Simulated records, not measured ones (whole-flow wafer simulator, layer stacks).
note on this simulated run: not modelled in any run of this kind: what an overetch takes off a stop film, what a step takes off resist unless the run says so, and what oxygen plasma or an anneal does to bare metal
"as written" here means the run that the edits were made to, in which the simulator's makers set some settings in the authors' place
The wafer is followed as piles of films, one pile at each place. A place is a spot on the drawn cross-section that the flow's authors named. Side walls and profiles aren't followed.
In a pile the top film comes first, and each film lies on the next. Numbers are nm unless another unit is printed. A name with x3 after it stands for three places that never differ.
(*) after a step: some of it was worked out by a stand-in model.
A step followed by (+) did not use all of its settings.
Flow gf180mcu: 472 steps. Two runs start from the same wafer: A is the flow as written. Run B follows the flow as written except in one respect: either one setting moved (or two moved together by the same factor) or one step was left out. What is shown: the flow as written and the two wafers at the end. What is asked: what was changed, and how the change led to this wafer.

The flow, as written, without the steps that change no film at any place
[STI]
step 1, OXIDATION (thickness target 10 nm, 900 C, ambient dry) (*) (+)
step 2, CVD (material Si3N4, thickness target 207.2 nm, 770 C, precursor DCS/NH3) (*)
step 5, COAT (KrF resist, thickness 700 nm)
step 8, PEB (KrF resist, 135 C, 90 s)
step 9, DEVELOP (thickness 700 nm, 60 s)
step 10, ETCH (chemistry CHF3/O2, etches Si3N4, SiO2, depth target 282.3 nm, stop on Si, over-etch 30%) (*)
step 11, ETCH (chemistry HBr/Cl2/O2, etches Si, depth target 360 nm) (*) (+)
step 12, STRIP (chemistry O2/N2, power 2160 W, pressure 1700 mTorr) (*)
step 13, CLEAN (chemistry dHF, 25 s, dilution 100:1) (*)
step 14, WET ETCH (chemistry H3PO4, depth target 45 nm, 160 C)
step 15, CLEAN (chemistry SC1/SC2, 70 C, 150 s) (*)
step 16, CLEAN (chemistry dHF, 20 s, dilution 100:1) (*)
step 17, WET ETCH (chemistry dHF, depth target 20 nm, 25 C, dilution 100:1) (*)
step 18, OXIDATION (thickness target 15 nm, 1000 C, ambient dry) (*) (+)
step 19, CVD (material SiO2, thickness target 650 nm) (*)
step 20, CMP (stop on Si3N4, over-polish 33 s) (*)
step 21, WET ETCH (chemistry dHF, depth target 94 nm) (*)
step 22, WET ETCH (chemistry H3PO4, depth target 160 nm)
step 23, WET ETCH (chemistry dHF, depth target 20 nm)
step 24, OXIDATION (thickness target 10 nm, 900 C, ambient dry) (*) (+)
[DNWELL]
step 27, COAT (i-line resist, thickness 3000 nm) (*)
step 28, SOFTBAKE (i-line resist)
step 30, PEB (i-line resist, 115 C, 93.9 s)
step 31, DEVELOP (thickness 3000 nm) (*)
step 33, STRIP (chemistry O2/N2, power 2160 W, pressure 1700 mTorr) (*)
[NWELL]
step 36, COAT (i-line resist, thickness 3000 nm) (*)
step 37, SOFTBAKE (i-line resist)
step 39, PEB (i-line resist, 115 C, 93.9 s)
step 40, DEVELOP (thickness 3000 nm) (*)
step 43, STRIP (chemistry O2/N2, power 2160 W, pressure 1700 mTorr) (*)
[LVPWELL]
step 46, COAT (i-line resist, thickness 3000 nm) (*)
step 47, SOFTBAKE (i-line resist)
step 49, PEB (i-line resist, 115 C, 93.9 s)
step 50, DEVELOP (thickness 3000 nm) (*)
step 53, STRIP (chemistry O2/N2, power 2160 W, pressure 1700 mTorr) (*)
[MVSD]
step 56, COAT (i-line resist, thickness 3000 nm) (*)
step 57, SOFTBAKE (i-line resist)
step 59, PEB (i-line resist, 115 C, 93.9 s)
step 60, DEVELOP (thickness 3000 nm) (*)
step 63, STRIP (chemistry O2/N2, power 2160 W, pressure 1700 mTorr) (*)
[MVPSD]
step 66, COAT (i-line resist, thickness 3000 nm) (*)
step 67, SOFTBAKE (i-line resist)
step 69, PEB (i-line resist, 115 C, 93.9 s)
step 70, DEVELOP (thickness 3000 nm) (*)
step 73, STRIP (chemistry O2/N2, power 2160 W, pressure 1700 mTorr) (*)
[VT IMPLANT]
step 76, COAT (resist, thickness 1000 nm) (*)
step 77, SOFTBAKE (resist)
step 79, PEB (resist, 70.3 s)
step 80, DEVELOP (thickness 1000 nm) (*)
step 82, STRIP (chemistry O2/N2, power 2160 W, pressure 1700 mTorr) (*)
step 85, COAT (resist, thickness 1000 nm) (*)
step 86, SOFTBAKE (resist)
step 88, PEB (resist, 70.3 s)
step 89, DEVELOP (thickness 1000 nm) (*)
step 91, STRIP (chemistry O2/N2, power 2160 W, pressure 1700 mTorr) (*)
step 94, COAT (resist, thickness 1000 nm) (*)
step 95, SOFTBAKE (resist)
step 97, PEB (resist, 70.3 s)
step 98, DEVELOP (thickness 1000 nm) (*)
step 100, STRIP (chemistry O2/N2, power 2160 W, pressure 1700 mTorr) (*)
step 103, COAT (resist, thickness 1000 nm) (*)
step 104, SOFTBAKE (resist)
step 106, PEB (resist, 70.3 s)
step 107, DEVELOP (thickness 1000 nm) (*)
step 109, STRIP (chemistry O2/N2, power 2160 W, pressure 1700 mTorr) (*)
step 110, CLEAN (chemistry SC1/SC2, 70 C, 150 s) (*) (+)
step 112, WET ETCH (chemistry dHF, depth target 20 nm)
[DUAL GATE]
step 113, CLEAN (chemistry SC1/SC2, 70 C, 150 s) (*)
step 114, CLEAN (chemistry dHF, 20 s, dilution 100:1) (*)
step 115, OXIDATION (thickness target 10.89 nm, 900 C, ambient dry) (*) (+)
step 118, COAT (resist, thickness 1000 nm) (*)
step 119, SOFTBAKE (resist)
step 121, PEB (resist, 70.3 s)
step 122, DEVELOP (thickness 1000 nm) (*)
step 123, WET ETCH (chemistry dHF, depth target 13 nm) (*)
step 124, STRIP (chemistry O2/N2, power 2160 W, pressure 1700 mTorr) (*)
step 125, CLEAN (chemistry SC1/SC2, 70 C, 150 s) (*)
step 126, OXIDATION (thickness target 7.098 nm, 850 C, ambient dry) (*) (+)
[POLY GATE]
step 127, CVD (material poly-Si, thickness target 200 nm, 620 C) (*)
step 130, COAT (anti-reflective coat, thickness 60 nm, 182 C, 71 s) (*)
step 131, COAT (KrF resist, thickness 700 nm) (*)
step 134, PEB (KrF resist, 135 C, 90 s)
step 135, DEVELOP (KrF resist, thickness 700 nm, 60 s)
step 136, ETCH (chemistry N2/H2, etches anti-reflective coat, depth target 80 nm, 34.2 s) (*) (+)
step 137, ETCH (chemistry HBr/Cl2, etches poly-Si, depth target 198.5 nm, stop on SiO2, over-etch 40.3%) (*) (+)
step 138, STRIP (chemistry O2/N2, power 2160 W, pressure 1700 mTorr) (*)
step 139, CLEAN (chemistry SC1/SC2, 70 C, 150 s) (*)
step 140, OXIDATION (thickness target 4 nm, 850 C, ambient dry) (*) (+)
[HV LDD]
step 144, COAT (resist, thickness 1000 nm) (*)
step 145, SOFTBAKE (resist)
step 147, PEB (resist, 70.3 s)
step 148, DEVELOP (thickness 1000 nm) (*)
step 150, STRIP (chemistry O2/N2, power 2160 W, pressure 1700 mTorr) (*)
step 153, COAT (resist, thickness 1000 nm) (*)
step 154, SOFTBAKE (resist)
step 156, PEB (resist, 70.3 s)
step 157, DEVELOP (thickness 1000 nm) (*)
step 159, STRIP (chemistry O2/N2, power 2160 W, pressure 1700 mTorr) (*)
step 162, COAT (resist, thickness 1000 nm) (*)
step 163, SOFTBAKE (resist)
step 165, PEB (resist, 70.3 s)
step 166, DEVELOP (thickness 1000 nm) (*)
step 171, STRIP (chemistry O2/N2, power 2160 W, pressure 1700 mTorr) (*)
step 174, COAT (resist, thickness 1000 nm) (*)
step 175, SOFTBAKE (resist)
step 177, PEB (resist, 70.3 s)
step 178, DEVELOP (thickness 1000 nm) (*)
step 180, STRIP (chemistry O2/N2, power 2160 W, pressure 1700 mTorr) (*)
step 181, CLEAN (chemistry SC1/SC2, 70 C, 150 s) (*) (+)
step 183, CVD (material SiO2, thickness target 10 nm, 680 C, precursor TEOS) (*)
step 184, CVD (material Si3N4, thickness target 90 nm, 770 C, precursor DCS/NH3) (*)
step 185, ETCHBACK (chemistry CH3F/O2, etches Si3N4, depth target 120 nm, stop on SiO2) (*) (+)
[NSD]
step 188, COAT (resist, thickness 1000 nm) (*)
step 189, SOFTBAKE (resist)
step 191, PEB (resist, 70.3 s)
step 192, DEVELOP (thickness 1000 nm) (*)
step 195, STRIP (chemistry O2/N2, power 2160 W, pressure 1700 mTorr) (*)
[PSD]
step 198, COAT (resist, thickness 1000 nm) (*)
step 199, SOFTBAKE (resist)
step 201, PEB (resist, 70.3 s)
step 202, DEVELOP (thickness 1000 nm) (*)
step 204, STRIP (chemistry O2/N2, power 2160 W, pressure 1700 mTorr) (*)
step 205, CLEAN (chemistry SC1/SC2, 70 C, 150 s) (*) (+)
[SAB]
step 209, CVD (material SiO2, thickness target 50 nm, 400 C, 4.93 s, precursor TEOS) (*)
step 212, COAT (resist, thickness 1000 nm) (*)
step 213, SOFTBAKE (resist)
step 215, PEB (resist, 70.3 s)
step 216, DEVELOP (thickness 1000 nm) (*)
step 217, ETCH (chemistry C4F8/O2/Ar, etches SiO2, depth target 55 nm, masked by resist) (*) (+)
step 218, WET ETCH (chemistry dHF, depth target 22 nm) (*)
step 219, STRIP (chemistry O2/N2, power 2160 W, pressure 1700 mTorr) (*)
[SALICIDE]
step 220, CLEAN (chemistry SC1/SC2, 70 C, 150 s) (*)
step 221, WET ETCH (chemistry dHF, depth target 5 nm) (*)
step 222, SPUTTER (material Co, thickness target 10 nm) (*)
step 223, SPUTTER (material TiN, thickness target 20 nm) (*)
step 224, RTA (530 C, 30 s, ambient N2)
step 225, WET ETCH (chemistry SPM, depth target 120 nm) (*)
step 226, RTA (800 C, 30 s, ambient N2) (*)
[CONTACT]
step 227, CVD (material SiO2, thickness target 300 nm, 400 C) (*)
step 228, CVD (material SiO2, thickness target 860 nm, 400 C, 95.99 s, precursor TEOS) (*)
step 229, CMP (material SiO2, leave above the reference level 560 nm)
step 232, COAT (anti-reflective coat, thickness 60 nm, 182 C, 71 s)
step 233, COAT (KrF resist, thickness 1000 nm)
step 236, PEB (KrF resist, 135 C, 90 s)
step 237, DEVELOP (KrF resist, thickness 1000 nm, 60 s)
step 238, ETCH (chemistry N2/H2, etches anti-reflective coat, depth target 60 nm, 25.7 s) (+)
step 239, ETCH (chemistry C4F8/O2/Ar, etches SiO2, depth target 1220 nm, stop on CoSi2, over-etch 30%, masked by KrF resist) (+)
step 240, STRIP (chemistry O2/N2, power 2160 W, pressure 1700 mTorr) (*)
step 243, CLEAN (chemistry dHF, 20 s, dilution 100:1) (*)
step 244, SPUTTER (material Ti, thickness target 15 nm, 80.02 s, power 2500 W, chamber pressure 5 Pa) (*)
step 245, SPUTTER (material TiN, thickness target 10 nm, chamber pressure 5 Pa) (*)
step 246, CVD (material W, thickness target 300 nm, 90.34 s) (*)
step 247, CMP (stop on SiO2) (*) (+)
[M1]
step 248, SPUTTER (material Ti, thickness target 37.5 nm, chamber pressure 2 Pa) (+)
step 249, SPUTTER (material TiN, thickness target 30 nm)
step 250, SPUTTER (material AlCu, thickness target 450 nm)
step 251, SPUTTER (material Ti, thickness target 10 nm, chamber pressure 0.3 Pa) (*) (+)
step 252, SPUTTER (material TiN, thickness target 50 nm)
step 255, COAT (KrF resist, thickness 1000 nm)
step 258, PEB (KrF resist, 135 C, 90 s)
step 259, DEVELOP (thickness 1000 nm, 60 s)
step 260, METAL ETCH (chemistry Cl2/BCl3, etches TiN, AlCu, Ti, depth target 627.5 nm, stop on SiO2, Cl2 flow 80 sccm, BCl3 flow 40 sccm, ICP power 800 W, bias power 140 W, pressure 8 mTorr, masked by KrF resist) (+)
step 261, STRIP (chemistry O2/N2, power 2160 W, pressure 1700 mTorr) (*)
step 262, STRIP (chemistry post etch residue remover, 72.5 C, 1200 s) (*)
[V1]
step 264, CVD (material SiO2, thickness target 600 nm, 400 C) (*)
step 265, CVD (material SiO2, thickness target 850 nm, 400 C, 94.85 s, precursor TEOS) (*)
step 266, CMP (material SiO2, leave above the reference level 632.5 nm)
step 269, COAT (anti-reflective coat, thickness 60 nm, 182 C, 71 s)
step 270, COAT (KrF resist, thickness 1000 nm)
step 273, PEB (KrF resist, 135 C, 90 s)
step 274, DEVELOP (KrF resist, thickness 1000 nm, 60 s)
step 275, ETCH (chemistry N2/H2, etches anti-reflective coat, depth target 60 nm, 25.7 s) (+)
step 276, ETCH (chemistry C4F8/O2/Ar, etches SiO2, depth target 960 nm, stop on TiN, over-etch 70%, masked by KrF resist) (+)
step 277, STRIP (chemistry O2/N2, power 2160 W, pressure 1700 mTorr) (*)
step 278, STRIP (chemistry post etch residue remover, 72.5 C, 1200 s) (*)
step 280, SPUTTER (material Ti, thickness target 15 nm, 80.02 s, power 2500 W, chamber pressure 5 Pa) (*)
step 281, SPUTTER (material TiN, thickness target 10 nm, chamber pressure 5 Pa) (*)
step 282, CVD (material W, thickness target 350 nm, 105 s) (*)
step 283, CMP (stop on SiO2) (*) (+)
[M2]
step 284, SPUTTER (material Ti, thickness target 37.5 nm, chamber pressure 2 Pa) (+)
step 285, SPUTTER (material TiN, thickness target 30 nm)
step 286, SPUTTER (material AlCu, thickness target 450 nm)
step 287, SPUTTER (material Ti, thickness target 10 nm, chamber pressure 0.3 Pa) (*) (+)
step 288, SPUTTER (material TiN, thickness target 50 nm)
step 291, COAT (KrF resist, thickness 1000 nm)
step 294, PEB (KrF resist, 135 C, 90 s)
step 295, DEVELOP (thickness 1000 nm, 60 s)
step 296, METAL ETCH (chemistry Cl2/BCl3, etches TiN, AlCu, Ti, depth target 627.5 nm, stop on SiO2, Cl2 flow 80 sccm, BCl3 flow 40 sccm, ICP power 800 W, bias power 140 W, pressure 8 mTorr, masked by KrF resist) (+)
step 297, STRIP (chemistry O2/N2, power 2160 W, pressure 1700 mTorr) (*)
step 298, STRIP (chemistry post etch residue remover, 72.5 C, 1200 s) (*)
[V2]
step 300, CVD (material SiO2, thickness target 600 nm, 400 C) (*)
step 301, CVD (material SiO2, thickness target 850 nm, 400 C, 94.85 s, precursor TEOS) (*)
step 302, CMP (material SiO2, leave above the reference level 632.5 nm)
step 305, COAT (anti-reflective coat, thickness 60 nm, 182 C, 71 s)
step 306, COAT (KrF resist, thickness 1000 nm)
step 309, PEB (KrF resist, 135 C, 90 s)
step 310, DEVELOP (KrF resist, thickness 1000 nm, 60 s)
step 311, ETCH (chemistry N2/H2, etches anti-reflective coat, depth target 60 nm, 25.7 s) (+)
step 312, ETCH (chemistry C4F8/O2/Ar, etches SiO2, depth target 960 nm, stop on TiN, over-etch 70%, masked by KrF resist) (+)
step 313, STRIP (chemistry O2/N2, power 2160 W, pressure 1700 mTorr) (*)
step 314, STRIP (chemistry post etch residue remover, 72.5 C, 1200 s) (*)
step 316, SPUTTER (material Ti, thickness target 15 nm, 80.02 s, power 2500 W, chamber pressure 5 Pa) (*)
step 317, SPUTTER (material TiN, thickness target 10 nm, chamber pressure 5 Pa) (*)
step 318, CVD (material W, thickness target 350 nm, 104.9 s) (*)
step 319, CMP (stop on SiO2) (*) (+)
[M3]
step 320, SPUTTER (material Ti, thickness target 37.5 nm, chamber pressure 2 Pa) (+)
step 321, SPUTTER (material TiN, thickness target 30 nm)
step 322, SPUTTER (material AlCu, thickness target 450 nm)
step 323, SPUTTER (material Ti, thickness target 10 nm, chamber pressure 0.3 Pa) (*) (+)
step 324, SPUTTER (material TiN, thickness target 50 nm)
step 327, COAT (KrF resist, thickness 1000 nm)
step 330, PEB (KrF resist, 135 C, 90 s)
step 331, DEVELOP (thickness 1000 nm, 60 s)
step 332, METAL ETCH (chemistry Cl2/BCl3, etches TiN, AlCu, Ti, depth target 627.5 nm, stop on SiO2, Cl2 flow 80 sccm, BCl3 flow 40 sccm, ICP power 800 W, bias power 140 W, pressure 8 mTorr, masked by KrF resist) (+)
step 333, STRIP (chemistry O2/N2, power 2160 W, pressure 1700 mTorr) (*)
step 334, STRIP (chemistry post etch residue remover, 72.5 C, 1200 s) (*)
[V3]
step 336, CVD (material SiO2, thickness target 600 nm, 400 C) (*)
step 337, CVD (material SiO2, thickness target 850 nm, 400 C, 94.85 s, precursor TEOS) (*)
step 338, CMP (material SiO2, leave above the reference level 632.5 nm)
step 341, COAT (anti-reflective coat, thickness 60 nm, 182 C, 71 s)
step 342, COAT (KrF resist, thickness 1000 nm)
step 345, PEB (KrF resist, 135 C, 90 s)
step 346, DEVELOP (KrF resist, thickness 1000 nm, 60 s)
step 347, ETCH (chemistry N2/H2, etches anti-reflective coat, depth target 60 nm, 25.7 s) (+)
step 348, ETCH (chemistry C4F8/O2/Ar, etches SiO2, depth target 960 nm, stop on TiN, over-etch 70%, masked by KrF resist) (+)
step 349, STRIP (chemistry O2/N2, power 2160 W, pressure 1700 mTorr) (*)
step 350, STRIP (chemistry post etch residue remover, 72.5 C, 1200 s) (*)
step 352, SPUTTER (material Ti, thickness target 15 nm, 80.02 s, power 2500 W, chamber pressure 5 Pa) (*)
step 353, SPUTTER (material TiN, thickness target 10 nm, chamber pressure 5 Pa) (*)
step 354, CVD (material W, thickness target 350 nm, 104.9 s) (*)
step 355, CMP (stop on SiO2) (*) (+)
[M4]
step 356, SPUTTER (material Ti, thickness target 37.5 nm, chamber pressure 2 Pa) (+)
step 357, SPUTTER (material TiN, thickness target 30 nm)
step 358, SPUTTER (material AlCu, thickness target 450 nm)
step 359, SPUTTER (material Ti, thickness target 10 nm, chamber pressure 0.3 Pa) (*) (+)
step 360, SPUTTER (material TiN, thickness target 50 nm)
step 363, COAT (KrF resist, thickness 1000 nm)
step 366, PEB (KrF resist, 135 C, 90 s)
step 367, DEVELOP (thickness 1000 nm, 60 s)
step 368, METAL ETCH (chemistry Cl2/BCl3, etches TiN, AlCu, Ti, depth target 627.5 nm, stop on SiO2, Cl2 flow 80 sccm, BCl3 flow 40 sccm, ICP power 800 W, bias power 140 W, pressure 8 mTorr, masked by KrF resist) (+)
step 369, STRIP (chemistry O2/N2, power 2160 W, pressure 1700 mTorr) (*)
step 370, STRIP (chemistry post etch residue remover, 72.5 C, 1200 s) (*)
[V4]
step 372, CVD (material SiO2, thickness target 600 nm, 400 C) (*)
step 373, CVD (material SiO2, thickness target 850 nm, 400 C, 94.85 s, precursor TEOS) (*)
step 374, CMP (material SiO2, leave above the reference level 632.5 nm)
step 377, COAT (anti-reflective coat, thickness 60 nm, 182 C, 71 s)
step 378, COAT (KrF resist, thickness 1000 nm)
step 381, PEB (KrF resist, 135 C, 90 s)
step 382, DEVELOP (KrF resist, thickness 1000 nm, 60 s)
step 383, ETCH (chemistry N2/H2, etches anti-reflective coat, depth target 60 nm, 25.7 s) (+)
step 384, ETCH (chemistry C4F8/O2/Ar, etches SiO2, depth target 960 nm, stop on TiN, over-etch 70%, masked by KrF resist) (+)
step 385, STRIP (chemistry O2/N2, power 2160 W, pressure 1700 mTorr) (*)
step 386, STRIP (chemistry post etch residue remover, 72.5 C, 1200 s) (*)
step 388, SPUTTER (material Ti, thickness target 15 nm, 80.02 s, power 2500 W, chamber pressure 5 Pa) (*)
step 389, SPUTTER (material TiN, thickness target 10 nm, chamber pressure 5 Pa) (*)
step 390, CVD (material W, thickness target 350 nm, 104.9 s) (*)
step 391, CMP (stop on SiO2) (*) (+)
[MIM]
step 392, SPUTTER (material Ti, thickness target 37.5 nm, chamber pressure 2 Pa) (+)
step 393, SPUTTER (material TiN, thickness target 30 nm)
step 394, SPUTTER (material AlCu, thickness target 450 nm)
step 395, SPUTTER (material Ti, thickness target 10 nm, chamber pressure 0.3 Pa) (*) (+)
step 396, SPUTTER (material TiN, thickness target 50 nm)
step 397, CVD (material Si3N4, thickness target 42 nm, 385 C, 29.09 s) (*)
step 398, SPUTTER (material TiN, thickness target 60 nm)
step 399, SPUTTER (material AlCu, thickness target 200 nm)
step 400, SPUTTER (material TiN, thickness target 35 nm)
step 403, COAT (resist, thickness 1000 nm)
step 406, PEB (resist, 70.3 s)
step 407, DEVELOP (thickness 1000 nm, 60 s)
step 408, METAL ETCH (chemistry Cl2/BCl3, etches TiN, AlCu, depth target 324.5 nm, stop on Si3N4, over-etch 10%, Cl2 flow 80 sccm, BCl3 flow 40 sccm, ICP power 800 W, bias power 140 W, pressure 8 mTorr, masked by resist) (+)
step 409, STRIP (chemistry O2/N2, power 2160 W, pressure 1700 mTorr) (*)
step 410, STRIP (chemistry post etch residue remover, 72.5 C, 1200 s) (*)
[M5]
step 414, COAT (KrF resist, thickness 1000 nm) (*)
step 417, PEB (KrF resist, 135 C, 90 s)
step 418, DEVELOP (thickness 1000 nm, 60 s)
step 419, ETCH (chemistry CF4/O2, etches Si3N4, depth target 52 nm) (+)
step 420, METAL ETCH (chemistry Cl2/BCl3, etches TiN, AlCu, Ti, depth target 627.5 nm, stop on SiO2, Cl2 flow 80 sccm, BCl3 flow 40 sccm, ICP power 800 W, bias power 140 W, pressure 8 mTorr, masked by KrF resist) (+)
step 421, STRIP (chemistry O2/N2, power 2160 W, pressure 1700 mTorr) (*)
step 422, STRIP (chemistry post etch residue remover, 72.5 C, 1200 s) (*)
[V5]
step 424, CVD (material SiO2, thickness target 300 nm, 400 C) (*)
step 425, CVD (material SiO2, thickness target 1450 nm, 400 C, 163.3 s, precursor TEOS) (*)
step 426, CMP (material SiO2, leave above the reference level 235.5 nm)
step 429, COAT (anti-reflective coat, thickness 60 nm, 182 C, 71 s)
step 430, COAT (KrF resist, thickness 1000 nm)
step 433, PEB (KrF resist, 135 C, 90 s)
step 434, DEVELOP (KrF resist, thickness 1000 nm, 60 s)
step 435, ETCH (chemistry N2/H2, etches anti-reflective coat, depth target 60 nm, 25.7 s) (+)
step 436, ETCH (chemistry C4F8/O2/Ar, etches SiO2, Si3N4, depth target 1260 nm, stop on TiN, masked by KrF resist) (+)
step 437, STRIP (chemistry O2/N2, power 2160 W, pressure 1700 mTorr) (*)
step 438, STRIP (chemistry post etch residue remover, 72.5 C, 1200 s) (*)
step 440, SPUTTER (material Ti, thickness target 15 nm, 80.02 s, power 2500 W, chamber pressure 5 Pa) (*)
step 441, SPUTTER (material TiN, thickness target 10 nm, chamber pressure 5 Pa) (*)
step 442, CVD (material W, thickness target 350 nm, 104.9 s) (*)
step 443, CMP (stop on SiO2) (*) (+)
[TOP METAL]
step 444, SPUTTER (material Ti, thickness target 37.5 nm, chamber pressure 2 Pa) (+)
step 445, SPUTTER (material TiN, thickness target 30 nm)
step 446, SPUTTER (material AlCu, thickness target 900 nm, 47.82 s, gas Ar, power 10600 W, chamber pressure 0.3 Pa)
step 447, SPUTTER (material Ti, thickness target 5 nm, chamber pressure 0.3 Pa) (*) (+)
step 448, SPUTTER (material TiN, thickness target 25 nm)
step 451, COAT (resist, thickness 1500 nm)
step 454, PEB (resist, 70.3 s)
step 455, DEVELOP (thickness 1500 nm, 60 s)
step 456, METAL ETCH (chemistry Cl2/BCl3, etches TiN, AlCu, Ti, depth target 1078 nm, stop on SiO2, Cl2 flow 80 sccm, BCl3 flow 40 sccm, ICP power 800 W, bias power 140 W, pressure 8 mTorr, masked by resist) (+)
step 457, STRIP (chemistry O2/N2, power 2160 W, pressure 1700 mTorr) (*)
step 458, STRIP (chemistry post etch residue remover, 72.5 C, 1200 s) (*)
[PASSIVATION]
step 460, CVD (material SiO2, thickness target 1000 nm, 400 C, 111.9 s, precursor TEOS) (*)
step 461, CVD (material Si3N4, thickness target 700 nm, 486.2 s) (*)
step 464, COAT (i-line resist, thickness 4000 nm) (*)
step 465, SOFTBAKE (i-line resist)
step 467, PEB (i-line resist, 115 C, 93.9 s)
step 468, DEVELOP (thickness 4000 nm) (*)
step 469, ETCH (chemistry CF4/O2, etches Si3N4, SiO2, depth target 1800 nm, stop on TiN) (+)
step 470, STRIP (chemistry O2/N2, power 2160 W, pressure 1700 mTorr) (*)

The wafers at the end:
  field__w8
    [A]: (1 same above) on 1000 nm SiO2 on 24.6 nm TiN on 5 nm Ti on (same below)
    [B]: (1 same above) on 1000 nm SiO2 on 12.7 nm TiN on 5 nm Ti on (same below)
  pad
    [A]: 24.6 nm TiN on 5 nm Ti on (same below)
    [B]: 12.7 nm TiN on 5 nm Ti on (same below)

The reason: step 448, SPUTTER: thickness target 13.1 nm was run, though the flow has thickness target 25 nm.

Step by step, how the change led to this:
  step 448, SPUTTER (material TiN, thickness target 25 nm)
      field, field__w1, field__w2 and 109 more: A +25 TiN (new film) | B +13.1 TiN (new film)
  step 456, METAL ETCH (chemistry Cl2/BCl3, etches TiN, AlCu, Ti, depth target 1078 nm, stop on SiO2, Cl2 flow 80 sccm, BCl3 flow 40 sccm, ICP power 800 W, bias power 140 W, pressure 8 mTorr, masked by resist) (+)
      field, field__w1, field__w2 and 103 more: A -25 TiN (all of it), -5 Ti (all of it), -900 AlCu (all of it), -30 TiN (all of it), -37.5 Ti (all of it) | B -13.1 TiN (all of it), -5 Ti (all of it), -900 AlCu (all of it), -30 TiN (all of it), -37.5 Ti (all of it)
